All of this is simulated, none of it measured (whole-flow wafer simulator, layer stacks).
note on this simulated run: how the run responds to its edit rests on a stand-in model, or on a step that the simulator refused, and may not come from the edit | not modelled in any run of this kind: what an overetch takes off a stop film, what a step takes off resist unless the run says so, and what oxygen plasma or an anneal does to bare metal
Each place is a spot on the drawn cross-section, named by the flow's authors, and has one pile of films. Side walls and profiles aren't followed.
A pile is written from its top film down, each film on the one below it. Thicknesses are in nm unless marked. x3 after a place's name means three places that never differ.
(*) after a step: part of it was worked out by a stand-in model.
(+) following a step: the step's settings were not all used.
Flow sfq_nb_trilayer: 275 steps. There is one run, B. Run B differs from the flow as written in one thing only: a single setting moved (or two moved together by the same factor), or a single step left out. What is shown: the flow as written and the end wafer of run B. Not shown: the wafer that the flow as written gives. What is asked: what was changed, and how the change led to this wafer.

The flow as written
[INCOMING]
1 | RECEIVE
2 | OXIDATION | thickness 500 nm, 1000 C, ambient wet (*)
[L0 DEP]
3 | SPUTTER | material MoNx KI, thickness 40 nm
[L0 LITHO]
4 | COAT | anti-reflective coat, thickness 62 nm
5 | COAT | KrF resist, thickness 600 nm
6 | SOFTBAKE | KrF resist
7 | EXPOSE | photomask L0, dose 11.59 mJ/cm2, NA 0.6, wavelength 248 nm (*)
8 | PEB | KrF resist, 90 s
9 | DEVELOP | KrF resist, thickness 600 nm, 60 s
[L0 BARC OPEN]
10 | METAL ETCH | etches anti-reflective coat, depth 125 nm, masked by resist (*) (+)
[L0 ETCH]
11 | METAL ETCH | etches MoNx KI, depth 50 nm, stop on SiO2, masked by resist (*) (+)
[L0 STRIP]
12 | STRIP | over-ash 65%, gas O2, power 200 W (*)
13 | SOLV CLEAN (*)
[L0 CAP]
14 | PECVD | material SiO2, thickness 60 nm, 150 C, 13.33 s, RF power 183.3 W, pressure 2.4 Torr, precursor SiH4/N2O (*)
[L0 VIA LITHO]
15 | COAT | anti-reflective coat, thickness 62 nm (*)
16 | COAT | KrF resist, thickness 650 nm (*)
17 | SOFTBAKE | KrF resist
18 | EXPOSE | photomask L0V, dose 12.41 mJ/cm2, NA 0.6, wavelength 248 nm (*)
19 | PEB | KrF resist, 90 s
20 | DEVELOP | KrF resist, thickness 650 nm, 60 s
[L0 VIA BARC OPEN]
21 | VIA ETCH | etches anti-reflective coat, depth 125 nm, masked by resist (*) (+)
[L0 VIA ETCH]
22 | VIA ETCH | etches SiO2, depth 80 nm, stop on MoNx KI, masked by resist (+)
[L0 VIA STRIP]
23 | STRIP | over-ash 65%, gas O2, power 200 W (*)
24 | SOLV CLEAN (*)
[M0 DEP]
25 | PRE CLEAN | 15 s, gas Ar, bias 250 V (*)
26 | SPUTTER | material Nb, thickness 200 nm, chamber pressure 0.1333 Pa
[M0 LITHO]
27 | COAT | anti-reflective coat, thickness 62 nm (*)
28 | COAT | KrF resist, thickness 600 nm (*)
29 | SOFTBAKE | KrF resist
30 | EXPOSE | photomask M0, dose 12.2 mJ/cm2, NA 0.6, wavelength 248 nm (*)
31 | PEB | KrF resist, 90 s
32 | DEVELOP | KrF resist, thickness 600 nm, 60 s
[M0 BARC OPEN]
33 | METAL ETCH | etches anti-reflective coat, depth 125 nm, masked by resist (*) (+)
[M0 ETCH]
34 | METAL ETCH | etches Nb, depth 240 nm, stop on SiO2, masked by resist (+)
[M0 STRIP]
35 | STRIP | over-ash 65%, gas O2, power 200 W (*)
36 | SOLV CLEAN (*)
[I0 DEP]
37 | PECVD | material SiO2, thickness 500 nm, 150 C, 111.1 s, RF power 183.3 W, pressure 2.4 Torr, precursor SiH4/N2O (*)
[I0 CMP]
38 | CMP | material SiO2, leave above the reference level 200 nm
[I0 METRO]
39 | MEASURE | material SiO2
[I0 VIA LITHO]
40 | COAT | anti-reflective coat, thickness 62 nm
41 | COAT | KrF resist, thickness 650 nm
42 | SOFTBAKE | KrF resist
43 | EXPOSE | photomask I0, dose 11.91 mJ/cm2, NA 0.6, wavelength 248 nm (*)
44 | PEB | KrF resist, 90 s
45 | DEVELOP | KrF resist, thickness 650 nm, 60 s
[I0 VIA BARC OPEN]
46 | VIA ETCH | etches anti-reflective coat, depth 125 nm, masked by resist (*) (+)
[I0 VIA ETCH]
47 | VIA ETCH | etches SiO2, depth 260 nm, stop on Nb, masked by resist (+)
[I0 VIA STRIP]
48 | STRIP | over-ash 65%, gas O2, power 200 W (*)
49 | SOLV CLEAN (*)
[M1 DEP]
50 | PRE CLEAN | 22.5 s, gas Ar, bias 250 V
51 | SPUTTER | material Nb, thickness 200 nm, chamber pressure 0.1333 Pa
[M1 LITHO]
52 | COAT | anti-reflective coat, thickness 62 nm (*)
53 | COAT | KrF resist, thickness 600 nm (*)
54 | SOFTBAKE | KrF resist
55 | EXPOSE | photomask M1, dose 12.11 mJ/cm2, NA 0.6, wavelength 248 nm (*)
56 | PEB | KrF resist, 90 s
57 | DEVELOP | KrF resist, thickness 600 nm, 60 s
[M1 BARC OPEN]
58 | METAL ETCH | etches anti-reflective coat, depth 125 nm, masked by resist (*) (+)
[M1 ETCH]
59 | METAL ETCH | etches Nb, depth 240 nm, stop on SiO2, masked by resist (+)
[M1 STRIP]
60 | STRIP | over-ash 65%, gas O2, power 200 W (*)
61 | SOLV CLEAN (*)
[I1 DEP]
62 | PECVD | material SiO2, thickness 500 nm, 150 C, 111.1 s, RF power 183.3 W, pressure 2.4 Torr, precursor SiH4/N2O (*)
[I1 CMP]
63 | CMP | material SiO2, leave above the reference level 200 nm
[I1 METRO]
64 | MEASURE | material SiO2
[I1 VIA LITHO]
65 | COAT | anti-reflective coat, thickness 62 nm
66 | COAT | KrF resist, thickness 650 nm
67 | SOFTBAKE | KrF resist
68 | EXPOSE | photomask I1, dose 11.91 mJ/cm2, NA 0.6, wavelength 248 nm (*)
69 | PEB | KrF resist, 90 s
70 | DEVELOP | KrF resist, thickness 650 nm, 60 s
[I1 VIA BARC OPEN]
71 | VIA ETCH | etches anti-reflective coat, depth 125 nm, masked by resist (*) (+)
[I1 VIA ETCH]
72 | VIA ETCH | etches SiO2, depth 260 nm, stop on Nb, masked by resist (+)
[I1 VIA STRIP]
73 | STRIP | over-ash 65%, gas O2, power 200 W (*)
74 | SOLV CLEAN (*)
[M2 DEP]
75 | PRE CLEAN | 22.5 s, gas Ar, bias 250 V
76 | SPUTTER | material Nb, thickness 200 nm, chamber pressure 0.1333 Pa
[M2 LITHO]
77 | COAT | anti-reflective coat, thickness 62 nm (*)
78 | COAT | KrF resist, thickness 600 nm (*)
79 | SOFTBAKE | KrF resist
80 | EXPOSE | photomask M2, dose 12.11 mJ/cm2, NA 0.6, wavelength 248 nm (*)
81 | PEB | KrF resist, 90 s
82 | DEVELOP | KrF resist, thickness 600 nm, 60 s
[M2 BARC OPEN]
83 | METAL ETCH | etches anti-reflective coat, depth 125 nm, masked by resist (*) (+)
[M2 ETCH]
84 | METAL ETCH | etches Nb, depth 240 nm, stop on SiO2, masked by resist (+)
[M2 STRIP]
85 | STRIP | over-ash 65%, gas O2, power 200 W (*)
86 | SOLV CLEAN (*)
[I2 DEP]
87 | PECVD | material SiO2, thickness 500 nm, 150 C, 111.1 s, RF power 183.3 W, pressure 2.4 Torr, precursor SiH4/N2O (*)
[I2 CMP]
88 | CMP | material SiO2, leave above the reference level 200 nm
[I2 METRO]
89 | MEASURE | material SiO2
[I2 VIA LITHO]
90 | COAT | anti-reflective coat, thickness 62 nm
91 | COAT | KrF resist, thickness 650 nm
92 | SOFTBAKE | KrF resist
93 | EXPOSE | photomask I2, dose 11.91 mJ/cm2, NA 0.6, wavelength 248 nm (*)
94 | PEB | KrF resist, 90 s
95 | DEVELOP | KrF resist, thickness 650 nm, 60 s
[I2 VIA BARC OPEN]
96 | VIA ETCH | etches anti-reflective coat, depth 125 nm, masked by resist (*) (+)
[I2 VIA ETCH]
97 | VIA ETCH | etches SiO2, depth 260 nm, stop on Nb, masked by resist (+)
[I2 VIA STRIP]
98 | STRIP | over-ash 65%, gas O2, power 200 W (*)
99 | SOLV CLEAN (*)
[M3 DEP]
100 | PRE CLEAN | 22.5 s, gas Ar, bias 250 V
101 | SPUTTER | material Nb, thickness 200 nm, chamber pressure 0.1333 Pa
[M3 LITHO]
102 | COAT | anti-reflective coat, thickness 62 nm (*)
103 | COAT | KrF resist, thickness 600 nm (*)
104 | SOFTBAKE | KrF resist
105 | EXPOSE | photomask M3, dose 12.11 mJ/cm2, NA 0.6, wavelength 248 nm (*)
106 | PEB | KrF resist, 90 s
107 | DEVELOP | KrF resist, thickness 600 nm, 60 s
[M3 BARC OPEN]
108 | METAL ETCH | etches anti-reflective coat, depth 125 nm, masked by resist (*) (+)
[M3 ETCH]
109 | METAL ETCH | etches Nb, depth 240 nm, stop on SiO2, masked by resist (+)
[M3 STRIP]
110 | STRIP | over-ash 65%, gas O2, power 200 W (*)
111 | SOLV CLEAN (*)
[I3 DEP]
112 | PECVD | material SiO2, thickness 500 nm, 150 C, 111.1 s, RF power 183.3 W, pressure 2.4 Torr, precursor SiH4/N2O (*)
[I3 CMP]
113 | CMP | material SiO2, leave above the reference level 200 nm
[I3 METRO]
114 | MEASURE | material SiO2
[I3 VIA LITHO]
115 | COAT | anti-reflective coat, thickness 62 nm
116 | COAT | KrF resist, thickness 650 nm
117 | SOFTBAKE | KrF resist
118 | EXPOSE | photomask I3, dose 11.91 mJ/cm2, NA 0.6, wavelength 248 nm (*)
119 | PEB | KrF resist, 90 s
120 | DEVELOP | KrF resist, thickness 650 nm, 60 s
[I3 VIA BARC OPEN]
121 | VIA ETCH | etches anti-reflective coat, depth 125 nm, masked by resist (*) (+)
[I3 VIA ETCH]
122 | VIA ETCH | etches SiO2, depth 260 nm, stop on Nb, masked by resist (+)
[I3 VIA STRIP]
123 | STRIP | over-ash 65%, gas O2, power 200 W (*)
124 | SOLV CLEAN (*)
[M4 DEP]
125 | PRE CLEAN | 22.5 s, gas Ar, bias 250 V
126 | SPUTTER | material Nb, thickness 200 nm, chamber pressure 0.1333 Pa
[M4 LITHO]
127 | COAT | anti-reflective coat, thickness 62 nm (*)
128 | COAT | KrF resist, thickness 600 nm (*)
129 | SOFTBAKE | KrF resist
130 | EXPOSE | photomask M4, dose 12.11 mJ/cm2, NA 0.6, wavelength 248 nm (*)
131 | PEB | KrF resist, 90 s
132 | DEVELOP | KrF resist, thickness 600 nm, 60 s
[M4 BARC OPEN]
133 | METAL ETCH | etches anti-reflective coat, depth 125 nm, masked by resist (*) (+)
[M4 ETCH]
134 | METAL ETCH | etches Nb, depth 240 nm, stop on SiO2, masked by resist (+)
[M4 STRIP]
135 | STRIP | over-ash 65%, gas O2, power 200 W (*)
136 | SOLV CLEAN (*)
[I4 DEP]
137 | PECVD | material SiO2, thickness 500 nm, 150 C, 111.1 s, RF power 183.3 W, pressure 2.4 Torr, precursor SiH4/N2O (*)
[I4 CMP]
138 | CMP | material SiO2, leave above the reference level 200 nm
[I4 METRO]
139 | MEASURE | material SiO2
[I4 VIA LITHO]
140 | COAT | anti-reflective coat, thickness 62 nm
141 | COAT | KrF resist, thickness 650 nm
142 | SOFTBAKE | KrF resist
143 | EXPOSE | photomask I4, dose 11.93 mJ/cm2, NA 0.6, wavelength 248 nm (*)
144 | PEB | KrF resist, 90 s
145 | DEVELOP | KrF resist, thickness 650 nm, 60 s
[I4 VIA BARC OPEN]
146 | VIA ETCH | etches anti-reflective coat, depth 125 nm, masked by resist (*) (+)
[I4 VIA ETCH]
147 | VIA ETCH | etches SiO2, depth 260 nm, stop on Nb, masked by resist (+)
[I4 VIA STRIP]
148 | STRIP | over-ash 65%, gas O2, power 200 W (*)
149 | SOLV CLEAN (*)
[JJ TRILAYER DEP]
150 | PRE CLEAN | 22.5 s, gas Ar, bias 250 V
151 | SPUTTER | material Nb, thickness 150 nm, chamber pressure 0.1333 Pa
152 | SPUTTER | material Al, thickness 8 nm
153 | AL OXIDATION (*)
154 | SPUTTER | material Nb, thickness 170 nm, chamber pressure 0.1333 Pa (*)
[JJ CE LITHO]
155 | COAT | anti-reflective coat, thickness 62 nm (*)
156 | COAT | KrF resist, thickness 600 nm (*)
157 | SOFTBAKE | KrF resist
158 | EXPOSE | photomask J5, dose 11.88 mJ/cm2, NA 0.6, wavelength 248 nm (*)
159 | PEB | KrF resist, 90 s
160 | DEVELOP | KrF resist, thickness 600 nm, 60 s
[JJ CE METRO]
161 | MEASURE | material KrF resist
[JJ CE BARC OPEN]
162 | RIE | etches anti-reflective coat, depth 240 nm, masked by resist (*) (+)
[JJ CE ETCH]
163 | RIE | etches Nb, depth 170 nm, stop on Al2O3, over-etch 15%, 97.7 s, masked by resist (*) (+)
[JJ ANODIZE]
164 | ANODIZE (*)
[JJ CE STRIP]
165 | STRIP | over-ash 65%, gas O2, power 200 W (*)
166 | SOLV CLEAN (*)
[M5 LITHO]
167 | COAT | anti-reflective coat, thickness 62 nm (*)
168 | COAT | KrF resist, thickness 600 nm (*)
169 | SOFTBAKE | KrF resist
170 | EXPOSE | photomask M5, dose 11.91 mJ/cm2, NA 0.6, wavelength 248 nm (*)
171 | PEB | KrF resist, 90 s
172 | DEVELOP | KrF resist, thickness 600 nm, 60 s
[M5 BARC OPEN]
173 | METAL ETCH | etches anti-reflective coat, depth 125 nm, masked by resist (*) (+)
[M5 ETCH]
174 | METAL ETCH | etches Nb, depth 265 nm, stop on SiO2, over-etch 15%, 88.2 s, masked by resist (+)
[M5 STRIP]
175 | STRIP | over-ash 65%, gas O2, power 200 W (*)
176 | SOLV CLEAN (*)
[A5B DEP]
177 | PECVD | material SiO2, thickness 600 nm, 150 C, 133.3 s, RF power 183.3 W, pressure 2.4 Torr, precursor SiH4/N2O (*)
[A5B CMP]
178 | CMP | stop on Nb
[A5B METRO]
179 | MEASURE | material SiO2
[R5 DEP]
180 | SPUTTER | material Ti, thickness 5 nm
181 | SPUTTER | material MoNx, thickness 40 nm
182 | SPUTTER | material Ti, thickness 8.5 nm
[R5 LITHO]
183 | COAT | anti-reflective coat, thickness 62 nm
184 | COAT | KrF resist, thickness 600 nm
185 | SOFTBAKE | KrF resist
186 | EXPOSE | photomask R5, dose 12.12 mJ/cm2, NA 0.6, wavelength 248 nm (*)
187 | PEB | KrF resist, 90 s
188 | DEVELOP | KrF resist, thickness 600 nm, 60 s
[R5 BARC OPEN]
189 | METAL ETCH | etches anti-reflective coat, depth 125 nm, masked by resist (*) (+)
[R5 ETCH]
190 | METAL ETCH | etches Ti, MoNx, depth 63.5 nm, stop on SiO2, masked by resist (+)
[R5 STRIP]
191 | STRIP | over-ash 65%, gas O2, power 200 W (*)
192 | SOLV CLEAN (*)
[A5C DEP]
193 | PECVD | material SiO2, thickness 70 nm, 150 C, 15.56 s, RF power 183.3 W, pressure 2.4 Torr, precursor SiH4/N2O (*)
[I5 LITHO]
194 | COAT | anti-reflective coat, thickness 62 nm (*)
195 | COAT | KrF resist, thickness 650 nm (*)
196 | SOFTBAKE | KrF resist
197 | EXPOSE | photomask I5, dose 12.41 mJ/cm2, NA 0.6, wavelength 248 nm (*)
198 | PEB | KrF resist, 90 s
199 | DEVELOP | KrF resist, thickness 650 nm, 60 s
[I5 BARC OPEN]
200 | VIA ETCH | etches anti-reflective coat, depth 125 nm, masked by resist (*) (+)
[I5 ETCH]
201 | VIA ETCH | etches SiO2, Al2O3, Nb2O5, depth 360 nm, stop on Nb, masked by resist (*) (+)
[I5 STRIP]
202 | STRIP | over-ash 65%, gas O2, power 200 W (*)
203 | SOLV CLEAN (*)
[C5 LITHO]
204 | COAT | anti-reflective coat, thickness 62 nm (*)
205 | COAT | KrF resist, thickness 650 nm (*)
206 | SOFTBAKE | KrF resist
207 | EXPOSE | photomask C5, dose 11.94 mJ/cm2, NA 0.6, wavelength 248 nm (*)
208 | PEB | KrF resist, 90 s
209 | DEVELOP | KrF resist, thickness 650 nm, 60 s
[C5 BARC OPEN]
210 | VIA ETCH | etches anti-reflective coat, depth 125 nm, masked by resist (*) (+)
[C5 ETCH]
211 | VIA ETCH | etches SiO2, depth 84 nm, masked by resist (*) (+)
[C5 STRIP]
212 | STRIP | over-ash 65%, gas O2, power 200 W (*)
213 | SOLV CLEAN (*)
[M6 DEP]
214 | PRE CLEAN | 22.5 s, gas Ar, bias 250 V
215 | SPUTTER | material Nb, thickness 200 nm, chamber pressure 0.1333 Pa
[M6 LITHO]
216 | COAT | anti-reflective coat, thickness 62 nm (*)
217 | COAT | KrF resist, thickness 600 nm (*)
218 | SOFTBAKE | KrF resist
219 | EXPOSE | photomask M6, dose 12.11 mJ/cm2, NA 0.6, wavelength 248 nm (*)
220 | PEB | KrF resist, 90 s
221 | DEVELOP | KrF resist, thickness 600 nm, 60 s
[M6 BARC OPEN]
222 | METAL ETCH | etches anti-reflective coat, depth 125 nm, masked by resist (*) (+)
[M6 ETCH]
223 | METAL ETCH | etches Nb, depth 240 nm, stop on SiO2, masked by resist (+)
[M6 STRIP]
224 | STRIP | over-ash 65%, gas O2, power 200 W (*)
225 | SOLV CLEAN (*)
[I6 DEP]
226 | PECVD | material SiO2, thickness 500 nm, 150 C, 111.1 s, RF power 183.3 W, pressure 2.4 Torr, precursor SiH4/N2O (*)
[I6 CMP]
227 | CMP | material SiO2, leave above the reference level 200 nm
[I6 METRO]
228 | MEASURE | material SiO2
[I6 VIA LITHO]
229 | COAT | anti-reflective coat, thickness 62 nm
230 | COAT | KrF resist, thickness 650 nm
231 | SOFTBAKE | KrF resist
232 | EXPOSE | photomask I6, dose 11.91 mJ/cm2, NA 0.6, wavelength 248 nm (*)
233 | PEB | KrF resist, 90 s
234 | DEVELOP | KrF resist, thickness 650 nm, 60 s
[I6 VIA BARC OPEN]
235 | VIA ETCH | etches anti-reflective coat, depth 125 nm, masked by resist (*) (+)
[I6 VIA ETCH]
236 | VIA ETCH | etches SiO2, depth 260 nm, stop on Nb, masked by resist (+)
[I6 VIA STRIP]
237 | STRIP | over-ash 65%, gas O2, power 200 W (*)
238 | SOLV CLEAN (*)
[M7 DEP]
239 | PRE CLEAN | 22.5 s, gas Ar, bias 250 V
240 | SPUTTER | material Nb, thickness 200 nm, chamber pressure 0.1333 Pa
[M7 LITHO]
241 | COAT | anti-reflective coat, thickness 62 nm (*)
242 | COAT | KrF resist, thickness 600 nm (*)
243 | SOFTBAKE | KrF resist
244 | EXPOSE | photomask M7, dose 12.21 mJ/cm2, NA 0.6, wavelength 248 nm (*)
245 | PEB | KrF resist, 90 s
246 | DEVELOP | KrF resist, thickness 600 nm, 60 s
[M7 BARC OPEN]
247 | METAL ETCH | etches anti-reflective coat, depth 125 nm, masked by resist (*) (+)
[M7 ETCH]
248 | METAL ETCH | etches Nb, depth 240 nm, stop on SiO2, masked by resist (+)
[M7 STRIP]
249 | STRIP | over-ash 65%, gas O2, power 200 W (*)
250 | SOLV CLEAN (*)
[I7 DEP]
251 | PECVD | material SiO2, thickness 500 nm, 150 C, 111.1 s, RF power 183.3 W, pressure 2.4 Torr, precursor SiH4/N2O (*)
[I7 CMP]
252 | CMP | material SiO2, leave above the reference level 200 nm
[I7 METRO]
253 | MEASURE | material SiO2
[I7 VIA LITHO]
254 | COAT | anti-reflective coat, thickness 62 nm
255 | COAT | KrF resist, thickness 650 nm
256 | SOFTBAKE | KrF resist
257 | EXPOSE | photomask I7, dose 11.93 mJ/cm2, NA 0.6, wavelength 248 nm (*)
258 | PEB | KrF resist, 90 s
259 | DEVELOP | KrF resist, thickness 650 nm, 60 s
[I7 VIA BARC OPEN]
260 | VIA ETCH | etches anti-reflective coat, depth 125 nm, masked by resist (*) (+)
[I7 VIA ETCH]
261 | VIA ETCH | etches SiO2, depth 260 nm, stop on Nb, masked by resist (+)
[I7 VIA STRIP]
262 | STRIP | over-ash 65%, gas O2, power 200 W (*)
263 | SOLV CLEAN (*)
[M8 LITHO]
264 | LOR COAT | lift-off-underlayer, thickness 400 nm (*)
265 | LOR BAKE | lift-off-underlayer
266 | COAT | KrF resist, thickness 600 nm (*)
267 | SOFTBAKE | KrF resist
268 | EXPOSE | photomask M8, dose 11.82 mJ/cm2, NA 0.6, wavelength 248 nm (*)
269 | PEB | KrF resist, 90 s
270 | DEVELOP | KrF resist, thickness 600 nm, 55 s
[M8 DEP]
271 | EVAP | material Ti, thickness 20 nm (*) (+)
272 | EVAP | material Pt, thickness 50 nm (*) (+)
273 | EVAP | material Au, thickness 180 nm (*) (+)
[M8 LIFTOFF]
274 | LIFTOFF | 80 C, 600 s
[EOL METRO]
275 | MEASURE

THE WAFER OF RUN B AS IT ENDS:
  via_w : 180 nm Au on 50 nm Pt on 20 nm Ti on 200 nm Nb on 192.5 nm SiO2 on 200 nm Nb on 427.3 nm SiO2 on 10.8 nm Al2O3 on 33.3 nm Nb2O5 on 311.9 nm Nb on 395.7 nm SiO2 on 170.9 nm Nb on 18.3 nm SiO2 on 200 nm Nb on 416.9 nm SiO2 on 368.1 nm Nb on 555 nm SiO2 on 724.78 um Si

Cause: step 97, VIA ETCH: depth 174 nm was run, while the flow as written has depth 260 nm.

How this came from the change, step by step:
  97 | VIA ETCH | etches SiO2, depth 260 nm, stop on Nb, masked by resist (+)
      via_w: -174 SiO2 (in the flow as written it would be: -199.8 SiO2 (all of it))
      field_l, v_sur, via_wl and 102 more: -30 KrF resist (in the flow as written it would be: -44.8 KrF resist)
  98 | STRIP | over-ash 65%, gas O2, power 200 W (*)
      field_l, v_sur, via_wl and 102 more: -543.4 KrF resist (all of it), -62 anti-reflective coat (all of it) (in the flow as written it would be: -528.6 KrF resist (all of it), -62 anti-reflective coat (all of it))
  100 | PRE CLEAN | 22.5 s, gas Ar, bias 250 V
      via_w: -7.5 SiO2 (in the flow as written it would be: -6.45 Nb)
  101 | SPUTTER | material Nb, thickness 200 nm, chamber pressure 0.1333 Pa
      via_w: +170.9 Nb (new film) (in the flow as written it would be: +165.5 Nb)
  102 | COAT | anti-reflective coat, thickness 62 nm (*)
      via_wl, via_wr: +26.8 anti-reflective coat (new film) (in the flow as written it would be: +34.2 anti-reflective coat (new film))
      v_sur: +58.6 anti-reflective coat (new film) (in the flow as written it would be: +61.1 anti-reflective coat (new film))
      (also at 1 further place)
  103 | COAT | KrF resist, thickness 600 nm (*)
      via_w: +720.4 KrF resist (new film) (in the flow as written it would be: +737.9 KrF resist (new film))
  110 | STRIP | over-ash 65%, gas O2, power 200 W (*)
      v_sur: -367.9 KrF resist (all of it), -58.6 anti-reflective coat (all of it) (in the flow as written it would be: -365.3 KrF resist (all of it), -61.1 anti-reflective coat (all of it))
      via_wl: -392.1 KrF resist (all of it), -26.8 anti-reflective coat (all of it) (in the flow as written it would be: -384.2 KrF resist (all of it), -34.2 anti-reflective coat (all of it))
      (also at 2 further places)
  112 | PECVD | material SiO2, thickness 500 nm, 150 C, 111.1 s, RF power 183.3 W, pressure 2.4 Torr, precursor SiH4/N2O (*)
      via_w: +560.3 SiO2 (new film) (in the flow as written it would be: +615 SiO2 (new film))
  113 | CMP | material SiO2, leave above the reference level 200 nm
      via_w: -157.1 SiO2 (in the flow as written it would be: -181.6 SiO2)
Taking metal films that touch as one body, via_w has 6 bodies (between them, from the top down: SiO2 192.5; SiO2 427.3 / Al2O3 10.8 / Nb2O5 33.3; SiO2 395.7; SiO2 18.3; SiO2 416.9); the flow as written gives 5 bodies (between them, from the top down: SiO2 192.5; SiO2 427.3 / Al2O3 10.8 / Nb2O5 33.3; SiO2 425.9; SiO2 416.9).
